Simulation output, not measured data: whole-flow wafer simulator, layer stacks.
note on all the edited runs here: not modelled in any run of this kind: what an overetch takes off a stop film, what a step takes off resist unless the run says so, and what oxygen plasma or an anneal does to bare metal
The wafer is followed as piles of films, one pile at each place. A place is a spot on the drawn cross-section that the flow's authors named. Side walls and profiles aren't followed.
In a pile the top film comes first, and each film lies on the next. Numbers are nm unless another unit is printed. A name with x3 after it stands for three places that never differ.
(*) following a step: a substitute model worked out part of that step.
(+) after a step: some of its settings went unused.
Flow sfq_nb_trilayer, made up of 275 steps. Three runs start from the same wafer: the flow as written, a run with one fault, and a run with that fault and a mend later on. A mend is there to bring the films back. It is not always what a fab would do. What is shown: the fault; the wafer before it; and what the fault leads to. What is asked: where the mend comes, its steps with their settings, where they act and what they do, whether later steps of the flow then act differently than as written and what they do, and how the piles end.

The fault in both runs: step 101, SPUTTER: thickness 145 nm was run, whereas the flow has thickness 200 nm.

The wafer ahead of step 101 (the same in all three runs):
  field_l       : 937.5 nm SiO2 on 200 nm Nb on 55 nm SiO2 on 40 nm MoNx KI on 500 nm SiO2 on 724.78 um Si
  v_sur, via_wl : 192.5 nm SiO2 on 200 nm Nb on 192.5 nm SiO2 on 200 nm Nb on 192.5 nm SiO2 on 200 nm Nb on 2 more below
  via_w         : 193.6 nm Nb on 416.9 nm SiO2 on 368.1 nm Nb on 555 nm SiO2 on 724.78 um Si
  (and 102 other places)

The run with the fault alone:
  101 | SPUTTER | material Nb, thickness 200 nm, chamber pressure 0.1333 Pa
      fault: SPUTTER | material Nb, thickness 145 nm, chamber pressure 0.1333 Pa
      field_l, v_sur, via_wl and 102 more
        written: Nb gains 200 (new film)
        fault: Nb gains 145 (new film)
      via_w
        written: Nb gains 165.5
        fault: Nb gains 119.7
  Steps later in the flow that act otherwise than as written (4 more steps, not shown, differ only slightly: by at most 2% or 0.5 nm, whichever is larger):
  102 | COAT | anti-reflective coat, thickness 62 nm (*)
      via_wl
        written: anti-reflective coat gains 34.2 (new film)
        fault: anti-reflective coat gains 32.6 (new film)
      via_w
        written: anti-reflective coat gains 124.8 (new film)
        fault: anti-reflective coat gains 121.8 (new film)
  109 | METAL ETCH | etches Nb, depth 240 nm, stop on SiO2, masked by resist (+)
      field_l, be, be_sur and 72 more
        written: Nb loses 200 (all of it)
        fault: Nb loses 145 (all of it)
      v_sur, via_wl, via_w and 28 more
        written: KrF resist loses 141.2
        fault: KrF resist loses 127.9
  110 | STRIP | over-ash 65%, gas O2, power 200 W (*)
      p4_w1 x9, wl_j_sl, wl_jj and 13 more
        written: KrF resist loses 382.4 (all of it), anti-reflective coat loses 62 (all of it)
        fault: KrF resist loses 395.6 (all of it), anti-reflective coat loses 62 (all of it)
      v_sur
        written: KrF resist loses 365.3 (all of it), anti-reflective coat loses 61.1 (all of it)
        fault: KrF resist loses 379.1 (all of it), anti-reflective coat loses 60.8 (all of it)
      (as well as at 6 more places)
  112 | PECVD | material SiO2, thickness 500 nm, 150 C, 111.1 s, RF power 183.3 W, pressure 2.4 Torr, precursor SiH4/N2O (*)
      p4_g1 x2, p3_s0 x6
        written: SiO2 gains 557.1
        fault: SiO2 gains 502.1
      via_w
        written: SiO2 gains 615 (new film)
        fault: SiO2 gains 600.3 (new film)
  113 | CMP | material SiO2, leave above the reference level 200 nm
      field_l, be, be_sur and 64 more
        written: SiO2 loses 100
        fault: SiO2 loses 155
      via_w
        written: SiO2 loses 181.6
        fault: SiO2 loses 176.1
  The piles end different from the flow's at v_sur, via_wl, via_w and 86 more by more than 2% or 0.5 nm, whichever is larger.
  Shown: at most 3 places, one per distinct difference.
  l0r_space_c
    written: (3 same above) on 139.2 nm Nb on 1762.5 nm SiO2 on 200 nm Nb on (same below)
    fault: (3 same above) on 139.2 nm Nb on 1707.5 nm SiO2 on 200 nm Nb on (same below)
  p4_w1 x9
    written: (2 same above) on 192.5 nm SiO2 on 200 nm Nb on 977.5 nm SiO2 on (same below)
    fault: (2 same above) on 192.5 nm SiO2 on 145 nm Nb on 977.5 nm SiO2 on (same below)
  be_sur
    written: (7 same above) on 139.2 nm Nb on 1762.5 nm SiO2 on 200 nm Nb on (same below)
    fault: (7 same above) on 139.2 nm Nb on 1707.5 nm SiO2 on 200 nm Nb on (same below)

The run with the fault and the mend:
  The mend stands after step 107.
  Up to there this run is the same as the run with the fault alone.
  107a | STRIP | over-ash 65%, gas O2, power 200 W (*)
      p4_fl x3, p4_g1 x2, p3_s0 x6 and 42 more
        anti-reflective coat loses 62 (all of it)
      p4_w1 x9, wl_j_sl, wl_jj and 13 more
        KrF resist loses 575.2 (all of it), anti-reflective coat loses 62 (all of it)
      r_sur, res, r_end and 9 more
        anti-reflective coat loses 61.8 (all of it)
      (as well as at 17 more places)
  107b | SPUTTER | material Nb, thickness 55 nm, chamber pressure 0.1333 Pa (the flow's step 101 again, with other settings)
      field_l, v_sur, via_wl and 102 more
        Nb gains 55
      via_w
        Nb gains 42.9
  107c | COAT | anti-reflective coat, thickness 62 nm (*) (the flow's step 102 again)
      p4_fl x3, p4_w1 x9, p4_g1 x2 and 63 more
        anti-reflective coat gains 62 (new film)
      res, r_end, moat and 8 more
        anti-reflective coat gains 61.8 (new film)
      jj_sur, ce_l, c5j, ce_r, sp_r, be_r, r_sur
        anti-reflective coat gains 61.7 (new film)
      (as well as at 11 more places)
  107d | COAT | KrF resist, thickness 600 nm (*) (the flow's step 103 again)
      p4_fl x3, p4_w1 x9, p4_g1 x2 and 63 more
        KrF resist gains 600 (new film)
      r_end, moat, field_r, lsp_l, lsp_r, l0_sur
        KrF resist gains 599.4 (new film)
      be_r, r_sur, res, l0v
        KrF resist gains 599.3 (new film)
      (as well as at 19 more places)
  107e | SOFTBAKE | KrF resist (the flow's step 104 again)
      leaves every film unchanged at each place that is followed
  107f | EXPOSE | photomask M3, dose 12.11 mJ/cm2, NA 0.6, wavelength 248 nm (*) (the flow's step 105 again)
      leaves every film unchanged at each place that is followed
  107g | PEB | KrF resist, 90 s (the flow's step 106 again)
      wire, be, be_sur and 96 more
        KrF resist loses 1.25
      field_l, via_v
        KrF resist loses 1.24
      via_wl, via_wr
        KrF resist loses 1.26
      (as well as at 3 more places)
  107h | DEVELOP | KrF resist, thickness 600 nm, 60 s (the flow's step 107 again)
      p4_fl x3, p4_g1 x2, p3_s0 x6 and 42 more
        KrF resist loses 598.7 (all of it)
      v_sur, via_wl, via_w and 28 more
        KrF resist loses 23.5
      field_r, lsp_l, ln_m5, lsp_m, ln_m6, lsp_r, l0_sur
        KrF resist loses 598.2 (all of it)
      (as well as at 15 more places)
  None of the later steps of the flow differs from how it acts as written, at any place that is followed, by more than 2% or 0.5 nm, whichever is larger.
  At the end the piles are close to the flow's at the places that both follow, differing by at most 2% or 0.5 nm, whichever is larger.
